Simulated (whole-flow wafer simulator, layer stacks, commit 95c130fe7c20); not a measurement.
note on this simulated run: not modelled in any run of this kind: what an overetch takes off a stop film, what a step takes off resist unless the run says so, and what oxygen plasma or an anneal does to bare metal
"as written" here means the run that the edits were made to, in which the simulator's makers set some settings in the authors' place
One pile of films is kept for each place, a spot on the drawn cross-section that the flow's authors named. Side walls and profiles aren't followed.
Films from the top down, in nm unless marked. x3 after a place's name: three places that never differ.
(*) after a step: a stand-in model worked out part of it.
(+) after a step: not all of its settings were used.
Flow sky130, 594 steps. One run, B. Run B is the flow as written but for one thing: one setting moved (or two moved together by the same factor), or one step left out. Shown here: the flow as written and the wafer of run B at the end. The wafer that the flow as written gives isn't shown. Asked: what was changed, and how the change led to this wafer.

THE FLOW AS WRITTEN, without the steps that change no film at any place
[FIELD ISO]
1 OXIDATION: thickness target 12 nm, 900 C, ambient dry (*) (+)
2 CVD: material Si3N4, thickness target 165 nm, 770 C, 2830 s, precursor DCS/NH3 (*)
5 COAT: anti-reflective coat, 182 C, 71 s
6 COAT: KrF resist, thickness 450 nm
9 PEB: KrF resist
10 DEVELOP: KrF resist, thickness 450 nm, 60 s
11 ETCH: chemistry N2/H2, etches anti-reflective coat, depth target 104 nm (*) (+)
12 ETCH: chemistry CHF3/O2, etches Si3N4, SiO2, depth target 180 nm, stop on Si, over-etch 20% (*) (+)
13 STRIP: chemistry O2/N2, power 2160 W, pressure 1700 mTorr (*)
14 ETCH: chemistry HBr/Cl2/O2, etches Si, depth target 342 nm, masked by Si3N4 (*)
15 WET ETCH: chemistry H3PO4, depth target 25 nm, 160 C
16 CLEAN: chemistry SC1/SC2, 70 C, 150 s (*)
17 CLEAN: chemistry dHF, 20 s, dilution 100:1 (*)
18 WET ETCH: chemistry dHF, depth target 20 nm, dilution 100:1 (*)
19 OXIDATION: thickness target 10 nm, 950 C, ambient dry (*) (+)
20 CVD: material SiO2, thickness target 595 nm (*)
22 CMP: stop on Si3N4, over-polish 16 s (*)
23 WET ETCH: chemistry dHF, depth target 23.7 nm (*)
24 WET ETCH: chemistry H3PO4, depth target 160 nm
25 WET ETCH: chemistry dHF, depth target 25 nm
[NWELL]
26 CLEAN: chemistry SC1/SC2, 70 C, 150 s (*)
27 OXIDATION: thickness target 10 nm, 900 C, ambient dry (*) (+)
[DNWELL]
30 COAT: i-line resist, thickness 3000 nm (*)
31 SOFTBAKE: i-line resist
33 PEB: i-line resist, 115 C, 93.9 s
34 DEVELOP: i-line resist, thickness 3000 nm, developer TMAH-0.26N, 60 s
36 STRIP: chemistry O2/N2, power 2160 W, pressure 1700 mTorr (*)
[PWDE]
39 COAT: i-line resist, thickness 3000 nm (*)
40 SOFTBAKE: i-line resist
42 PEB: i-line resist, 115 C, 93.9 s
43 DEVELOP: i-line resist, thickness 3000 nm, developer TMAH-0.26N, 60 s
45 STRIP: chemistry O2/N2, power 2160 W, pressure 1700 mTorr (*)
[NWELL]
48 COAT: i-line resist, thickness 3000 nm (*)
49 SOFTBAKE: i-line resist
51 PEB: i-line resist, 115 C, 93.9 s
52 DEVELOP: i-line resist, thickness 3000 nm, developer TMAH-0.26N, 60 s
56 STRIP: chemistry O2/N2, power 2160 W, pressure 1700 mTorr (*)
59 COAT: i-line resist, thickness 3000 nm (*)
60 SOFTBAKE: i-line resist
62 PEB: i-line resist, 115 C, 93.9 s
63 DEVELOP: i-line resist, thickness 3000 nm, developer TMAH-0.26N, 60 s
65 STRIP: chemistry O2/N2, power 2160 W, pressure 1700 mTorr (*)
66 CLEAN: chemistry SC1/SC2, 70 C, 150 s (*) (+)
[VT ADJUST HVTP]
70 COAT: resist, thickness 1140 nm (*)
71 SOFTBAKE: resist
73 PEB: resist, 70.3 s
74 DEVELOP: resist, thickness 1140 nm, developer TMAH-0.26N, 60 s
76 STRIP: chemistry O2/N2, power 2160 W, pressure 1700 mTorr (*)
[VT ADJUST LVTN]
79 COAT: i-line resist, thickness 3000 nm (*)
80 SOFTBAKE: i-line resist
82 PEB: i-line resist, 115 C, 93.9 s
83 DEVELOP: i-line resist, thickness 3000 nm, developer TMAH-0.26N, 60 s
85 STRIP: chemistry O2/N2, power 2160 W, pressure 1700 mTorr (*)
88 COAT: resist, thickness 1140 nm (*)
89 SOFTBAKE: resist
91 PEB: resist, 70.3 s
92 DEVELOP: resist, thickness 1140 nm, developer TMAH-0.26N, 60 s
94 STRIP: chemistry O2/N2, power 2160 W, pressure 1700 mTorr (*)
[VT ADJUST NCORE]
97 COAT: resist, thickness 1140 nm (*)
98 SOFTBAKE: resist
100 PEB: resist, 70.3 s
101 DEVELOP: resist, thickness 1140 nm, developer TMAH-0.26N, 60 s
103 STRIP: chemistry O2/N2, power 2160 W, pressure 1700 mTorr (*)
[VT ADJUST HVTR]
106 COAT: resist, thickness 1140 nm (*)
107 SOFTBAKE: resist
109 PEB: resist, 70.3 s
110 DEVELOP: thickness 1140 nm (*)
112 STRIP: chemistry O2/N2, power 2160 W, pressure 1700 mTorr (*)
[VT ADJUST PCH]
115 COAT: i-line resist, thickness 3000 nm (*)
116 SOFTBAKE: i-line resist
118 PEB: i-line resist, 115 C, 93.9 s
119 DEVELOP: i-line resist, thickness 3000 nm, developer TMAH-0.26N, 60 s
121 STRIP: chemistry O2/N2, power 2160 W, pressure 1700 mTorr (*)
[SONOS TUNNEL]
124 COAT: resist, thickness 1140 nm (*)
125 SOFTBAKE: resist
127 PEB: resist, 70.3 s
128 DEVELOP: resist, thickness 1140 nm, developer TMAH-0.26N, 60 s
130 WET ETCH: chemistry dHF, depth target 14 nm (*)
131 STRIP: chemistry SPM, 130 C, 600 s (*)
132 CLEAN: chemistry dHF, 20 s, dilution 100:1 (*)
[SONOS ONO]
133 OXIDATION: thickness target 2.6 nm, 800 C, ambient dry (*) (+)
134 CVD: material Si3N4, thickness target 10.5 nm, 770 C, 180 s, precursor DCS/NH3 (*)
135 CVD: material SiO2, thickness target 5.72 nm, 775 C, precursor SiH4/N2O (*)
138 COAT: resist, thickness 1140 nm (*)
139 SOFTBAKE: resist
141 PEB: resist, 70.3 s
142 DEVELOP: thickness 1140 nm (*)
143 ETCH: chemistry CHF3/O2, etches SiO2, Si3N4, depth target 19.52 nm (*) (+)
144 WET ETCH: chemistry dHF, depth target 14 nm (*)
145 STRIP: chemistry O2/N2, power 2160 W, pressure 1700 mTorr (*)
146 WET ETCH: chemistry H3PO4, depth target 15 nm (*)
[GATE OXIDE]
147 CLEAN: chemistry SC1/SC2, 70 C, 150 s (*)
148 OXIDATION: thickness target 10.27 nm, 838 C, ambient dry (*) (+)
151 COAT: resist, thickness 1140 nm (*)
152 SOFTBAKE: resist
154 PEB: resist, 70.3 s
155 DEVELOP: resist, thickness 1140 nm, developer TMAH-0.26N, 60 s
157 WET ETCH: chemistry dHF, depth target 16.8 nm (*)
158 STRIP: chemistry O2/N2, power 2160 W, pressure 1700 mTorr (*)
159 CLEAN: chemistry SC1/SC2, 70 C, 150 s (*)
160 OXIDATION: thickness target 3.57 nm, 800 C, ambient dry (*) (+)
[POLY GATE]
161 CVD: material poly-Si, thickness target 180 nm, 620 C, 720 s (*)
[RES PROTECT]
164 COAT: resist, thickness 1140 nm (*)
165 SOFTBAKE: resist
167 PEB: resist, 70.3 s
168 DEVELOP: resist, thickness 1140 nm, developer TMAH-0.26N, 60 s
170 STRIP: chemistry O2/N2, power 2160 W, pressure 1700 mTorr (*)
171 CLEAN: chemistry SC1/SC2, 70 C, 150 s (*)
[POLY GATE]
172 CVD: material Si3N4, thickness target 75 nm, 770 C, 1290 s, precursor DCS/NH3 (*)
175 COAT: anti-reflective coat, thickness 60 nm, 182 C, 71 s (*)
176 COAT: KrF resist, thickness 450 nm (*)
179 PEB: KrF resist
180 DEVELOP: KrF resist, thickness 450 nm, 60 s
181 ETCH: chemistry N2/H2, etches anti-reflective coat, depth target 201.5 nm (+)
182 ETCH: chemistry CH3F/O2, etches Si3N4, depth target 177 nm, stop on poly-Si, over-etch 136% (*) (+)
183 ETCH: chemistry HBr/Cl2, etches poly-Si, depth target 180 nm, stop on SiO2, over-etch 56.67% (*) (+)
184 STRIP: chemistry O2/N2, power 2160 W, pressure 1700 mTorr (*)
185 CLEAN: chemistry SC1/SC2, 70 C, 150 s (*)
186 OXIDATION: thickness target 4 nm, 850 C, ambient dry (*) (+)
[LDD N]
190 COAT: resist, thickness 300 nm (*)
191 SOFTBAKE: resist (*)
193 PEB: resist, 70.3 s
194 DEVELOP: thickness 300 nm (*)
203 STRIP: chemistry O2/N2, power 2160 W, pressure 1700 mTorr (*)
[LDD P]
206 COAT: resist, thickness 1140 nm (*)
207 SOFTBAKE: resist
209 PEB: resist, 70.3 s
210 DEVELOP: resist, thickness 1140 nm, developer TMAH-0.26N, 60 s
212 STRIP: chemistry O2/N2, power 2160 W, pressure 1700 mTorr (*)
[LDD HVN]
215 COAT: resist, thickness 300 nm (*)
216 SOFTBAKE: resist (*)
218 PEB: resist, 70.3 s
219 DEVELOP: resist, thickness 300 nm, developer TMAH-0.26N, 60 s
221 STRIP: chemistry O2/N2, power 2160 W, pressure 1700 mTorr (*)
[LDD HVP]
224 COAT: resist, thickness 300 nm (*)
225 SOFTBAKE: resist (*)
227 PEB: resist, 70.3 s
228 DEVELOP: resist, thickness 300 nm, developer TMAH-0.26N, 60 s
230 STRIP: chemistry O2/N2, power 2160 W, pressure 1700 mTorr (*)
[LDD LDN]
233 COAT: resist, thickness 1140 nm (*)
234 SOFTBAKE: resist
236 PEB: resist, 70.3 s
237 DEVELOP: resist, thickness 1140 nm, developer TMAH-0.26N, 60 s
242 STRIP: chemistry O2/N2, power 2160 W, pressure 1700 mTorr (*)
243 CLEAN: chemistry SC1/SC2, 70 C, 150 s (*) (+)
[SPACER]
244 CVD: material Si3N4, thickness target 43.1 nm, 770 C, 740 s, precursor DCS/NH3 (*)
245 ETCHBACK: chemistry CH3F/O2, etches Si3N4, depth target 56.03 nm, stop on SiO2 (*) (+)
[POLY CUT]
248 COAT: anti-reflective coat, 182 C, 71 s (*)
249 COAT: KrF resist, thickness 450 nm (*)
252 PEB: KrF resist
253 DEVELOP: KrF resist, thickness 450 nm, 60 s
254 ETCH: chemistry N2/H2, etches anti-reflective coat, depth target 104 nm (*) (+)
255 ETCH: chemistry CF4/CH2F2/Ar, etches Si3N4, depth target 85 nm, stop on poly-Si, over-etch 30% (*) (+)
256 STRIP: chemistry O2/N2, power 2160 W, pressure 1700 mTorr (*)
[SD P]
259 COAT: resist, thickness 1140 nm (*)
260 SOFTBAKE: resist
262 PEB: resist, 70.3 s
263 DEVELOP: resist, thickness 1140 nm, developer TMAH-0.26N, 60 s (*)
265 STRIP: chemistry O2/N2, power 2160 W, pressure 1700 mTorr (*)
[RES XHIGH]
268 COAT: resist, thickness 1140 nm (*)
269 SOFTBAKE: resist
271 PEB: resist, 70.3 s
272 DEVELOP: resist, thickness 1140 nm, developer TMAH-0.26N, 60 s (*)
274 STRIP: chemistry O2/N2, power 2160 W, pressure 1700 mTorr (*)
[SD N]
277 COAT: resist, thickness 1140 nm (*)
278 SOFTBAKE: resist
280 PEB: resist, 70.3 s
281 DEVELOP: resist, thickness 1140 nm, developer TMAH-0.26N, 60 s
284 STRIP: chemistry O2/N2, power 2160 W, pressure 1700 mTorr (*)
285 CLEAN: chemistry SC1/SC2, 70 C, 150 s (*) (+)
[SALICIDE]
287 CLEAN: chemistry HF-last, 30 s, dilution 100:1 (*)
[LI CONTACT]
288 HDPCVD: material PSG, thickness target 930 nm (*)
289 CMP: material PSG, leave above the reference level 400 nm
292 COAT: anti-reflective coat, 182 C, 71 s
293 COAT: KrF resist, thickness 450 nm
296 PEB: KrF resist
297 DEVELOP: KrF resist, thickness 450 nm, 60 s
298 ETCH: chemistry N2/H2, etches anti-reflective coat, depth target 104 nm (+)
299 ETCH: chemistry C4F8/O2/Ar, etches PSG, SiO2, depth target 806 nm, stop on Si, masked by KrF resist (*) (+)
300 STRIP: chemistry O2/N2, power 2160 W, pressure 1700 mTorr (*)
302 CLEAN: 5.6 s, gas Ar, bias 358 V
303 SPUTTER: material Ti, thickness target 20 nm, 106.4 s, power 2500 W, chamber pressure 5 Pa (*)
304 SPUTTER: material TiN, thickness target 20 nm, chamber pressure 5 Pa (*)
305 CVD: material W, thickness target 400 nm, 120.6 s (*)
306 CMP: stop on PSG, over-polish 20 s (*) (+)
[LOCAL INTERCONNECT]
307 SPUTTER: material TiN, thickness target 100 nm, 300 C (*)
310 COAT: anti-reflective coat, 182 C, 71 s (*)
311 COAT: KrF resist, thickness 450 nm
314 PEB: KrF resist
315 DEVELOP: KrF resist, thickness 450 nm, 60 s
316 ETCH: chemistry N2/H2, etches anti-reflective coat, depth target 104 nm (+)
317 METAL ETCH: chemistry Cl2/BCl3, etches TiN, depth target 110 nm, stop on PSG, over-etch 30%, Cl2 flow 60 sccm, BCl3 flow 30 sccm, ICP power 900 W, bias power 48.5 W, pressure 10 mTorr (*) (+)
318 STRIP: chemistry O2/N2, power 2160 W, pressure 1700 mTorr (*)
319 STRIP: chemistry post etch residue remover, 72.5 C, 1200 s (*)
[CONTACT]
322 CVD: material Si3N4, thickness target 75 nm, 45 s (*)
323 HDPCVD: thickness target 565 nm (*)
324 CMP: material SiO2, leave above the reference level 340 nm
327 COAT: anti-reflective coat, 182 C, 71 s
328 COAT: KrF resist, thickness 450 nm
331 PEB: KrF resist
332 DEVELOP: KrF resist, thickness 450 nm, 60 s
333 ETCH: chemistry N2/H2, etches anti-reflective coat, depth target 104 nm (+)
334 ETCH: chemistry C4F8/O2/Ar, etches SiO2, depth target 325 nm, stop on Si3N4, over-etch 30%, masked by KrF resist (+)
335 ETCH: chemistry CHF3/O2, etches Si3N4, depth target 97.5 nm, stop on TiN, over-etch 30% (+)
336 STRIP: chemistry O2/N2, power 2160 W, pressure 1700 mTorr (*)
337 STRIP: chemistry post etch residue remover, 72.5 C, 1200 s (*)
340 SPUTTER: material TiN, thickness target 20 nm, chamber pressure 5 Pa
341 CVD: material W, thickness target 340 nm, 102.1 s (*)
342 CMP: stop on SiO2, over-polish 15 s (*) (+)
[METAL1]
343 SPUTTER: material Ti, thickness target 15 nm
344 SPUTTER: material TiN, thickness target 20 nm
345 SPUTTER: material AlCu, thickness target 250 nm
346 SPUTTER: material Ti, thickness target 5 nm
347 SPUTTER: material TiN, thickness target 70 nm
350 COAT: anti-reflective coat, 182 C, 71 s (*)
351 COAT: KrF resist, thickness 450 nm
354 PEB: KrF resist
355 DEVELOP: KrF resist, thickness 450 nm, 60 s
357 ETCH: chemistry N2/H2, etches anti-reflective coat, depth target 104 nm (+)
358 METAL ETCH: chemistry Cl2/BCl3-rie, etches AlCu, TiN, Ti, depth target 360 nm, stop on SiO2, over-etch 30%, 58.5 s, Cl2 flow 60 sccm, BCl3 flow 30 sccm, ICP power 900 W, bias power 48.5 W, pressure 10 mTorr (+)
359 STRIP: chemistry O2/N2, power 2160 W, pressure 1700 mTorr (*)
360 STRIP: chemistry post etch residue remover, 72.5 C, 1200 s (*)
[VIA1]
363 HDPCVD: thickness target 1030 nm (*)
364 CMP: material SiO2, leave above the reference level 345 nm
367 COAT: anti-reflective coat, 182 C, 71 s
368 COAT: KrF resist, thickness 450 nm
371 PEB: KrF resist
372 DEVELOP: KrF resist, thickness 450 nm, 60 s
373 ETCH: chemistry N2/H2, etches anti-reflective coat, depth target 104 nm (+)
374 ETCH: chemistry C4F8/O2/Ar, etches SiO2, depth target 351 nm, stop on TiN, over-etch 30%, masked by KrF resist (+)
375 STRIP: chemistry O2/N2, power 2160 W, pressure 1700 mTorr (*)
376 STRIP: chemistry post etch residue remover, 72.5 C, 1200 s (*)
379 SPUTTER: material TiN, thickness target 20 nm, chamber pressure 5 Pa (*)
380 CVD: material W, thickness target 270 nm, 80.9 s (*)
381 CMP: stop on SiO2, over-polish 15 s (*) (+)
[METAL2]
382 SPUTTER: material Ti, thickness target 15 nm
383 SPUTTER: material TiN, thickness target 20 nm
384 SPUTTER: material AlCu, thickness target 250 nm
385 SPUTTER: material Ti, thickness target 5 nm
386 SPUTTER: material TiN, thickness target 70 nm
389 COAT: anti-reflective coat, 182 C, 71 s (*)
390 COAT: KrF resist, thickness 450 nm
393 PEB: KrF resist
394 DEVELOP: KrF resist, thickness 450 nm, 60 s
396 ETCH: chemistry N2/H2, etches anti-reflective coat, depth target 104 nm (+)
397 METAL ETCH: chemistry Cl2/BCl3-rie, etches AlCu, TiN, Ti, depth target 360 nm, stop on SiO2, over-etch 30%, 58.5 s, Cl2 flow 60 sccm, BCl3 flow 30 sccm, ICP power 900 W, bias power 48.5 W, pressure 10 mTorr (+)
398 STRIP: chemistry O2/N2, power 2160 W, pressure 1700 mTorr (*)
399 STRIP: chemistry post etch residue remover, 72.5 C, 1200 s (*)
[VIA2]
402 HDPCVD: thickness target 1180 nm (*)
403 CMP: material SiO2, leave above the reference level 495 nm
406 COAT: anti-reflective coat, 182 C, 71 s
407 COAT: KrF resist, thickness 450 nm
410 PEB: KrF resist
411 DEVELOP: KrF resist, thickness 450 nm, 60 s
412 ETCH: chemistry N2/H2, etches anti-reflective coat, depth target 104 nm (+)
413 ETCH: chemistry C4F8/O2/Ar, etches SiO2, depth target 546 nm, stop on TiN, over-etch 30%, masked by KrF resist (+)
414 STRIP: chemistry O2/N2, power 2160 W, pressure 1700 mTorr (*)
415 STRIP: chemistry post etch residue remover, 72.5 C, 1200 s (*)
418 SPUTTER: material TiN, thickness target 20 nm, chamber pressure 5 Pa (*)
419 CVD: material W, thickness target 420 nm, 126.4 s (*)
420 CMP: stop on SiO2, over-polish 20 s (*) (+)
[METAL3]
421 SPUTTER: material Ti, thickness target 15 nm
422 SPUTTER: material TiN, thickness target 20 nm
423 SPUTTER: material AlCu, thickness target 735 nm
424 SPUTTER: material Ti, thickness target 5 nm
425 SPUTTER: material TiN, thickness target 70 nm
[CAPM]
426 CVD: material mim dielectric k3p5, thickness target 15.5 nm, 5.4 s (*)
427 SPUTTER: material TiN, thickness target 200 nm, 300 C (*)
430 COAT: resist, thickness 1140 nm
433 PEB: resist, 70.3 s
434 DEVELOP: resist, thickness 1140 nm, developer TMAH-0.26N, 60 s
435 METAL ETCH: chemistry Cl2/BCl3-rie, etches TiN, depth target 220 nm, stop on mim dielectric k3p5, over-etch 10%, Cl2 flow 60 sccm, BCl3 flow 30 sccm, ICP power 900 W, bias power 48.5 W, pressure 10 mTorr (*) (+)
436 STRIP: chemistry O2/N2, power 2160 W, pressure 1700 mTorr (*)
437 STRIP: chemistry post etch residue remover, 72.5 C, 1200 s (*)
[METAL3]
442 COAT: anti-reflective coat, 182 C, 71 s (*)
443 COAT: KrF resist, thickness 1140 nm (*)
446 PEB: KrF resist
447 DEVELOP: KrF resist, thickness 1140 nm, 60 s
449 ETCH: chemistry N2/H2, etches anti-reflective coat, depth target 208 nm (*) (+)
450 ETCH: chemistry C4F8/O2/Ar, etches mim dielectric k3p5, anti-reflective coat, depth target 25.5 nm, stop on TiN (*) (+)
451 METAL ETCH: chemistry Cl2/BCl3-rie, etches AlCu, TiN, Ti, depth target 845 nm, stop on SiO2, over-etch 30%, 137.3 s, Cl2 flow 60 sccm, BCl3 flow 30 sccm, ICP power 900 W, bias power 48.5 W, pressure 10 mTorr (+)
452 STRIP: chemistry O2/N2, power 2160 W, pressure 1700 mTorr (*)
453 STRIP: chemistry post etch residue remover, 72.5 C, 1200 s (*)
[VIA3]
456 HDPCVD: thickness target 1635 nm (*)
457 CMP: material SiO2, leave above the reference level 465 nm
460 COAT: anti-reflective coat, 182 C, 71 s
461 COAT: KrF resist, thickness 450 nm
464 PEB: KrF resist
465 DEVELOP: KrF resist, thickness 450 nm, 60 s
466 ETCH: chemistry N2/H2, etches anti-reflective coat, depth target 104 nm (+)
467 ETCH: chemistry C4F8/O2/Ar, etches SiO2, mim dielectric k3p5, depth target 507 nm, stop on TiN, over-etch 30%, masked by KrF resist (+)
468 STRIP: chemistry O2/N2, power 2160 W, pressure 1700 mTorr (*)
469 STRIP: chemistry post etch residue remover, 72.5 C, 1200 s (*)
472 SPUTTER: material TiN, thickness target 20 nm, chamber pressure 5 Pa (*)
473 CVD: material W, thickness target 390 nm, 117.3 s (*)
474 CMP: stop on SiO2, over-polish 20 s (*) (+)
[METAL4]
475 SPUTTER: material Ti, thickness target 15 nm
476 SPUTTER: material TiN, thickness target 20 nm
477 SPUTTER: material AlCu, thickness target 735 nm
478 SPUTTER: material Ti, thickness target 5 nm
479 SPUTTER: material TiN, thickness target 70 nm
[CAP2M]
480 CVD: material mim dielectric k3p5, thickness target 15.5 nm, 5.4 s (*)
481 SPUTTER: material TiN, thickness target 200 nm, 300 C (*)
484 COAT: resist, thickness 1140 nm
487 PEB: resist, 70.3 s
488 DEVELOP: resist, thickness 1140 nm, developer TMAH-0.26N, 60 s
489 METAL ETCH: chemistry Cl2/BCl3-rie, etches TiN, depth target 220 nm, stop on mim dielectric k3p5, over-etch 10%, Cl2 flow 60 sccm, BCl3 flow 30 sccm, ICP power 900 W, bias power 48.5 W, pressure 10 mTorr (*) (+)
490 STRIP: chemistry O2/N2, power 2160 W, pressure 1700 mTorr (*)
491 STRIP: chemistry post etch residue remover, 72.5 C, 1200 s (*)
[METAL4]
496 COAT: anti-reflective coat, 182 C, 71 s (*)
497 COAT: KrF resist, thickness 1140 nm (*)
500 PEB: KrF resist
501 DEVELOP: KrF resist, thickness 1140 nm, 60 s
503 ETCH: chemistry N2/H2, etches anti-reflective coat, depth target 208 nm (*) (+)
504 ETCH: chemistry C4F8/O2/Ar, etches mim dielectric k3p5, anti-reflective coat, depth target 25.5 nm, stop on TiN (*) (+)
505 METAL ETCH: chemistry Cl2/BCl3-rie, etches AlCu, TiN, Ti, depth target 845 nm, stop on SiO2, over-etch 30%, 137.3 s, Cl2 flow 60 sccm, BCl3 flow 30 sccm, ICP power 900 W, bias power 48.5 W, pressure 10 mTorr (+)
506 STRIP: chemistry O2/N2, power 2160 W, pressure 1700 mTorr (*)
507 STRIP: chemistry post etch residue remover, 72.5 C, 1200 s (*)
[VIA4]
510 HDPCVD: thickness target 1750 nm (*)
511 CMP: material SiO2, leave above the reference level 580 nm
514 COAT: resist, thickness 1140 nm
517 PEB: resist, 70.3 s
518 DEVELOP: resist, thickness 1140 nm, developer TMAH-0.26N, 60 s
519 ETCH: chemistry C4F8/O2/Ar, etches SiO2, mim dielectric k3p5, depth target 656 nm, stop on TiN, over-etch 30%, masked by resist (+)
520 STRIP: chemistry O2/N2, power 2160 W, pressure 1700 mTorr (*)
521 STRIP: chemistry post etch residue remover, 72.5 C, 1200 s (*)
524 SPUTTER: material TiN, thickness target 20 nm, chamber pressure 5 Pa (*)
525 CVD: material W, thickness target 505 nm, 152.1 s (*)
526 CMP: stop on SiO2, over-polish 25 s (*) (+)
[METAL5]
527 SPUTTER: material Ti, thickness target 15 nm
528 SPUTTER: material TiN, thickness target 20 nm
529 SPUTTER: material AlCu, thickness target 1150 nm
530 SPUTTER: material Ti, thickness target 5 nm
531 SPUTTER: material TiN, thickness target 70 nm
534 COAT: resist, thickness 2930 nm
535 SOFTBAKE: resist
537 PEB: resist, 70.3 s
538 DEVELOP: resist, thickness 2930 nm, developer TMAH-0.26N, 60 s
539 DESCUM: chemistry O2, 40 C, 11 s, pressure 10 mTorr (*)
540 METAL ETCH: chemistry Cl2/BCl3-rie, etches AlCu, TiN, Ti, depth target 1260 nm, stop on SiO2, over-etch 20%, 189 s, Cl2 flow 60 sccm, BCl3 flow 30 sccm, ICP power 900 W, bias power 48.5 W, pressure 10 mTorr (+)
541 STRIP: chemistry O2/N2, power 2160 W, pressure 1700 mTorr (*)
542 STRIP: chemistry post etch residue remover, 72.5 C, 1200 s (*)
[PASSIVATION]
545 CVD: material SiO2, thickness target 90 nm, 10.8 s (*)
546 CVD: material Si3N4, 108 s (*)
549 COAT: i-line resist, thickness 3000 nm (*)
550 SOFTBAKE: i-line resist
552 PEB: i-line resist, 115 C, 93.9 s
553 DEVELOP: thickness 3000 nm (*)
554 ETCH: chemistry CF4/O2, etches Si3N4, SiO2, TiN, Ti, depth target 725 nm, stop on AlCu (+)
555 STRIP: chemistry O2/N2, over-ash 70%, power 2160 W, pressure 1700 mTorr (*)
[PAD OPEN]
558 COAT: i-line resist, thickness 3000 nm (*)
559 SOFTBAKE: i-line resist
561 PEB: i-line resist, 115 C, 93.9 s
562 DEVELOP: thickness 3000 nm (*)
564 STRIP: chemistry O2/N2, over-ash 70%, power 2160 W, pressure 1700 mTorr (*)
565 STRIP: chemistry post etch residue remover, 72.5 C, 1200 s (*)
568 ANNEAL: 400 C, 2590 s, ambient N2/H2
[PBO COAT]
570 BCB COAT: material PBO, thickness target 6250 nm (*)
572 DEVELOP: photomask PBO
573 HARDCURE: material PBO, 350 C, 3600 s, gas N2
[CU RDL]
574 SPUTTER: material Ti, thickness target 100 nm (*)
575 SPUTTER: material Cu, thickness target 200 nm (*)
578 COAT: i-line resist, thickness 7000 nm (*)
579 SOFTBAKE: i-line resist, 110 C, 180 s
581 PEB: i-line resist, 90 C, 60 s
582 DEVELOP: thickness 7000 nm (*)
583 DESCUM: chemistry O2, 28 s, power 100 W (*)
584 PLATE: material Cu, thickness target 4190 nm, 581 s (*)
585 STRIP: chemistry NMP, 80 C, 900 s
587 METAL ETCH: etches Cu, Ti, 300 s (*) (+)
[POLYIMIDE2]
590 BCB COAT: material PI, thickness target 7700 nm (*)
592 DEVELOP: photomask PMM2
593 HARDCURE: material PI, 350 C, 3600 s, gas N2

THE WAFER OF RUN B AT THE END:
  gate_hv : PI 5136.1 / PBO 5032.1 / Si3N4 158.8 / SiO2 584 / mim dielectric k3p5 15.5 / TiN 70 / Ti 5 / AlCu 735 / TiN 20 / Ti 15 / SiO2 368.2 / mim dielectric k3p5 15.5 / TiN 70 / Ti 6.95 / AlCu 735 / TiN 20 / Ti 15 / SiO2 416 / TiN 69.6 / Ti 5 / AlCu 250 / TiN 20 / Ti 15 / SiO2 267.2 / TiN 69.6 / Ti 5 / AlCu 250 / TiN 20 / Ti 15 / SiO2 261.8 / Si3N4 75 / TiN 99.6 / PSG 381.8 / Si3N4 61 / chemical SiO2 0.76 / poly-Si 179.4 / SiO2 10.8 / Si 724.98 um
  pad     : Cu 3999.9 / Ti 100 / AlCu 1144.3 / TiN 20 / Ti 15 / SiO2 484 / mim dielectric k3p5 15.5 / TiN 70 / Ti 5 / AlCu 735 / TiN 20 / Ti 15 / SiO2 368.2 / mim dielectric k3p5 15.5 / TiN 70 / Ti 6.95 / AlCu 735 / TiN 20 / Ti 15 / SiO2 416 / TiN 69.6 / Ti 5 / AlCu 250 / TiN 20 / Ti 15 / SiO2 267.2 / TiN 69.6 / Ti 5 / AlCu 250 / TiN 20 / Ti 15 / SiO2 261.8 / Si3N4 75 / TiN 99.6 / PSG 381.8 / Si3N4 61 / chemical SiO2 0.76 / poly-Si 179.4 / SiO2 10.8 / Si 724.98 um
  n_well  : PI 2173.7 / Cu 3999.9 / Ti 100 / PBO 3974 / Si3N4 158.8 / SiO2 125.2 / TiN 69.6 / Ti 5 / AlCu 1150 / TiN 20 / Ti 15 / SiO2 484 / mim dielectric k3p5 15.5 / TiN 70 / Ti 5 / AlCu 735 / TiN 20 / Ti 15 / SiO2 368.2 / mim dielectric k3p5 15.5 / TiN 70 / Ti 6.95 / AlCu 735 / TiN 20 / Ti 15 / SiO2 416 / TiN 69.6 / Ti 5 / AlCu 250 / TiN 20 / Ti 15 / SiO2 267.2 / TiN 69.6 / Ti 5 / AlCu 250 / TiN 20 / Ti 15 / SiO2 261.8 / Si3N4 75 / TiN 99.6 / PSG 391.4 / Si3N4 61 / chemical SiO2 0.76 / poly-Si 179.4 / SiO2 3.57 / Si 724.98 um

The cause: step 424, SPUTTER: thickness target 6.95 nm was run, where the flow has thickness target 5 nm.
It can be read off the wafer: gate_hv has Ti 6.95, and step 424 as written asks for 5 nm.

How the change led to this, step by step:
  424 SPUTTER: material Ti, thickness target 5 nm
      field, active, n_well and 188 more: Ti +6.95 (new film) (as written it would be: Ti +5 (new film))
  451 METAL ETCH: chemistry Cl2/BCl3-rie, etches AlCu, TiN, Ti, depth target 845 nm, stop on SiO2, over-etch 30%, 137.3 s, Cl2 flow 60 sccm, BCl3 flow 30 sccm, ICP power 900 W, bias power 48.5 W, pressure 10 mTorr (+)
      field, gate, spacer and 68 more: TiN -70 (all of it), Ti -6.95 (all of it), AlCu -735 (all of it), TiN -20 (all of it), Ti -15 (all of it), SiO2 -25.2 (as written it would be: TiN -70 (all of it), Ti -5 (all of it), AlCu -735 (all of it), TiN -20 (all of it), Ti -15 (all of it), SiO2 -25.4)
      active, vpp_ln, vpp_iso2 and 11 more: TiN -70 (all of it), Ti -6.95 (all of it), AlCu -735 (all of it), TiN -20 (all of it), Ti -15 (all of it), SiO2 -25.2 (as written it would be: TiN -70 (all of it), Ti -5 (all of it), AlCu -735 (all of it), TiN -20 (all of it), Ti -15 (all of it), SiO2 -25.3)
